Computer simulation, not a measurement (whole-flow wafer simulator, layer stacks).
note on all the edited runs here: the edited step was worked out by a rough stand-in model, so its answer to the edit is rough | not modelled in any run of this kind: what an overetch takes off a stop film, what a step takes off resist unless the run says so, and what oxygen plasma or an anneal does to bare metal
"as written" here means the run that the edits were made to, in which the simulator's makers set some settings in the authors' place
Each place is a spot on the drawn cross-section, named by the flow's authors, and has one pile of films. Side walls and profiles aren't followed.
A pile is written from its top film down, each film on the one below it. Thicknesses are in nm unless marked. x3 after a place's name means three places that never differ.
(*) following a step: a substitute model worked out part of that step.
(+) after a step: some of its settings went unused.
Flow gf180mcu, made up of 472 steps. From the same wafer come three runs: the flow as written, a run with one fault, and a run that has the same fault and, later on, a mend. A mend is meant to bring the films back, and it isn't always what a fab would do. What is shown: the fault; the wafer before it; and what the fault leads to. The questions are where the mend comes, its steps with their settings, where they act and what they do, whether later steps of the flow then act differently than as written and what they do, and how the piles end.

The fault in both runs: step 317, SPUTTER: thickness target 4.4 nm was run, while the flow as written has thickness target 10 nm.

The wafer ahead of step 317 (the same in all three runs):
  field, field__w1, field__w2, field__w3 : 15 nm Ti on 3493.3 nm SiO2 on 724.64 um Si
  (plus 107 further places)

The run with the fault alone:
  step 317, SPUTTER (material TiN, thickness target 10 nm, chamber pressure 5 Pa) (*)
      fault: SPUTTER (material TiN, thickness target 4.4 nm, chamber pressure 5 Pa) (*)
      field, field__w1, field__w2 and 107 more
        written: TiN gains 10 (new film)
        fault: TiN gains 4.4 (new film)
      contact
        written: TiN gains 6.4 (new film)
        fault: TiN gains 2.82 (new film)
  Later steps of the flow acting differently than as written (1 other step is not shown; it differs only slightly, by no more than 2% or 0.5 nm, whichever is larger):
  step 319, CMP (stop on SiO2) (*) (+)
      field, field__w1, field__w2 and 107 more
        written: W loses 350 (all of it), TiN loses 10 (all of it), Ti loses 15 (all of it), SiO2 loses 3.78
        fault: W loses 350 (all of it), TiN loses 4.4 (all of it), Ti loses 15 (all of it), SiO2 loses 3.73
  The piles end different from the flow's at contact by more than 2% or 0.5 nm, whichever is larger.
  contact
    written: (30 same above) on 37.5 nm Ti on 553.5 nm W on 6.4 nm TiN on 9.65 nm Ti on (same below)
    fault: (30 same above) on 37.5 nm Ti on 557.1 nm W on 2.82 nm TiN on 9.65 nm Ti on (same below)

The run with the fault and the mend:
  The mend stands after step 317.
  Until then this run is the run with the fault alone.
  step 317a, SPUTTER (material TiN, thickness target 5.6 nm, chamber pressure 5 Pa) (*) (the flow's step 317 again, with other settings)
      field, field__w1, field__w2 and 107 more
        TiN gains 5.6
      contact
        TiN gains 3.58
  Later steps of the flow that are run all act as written at every place that is followed.
  The piles end the same as the flow's at every place that both follow.
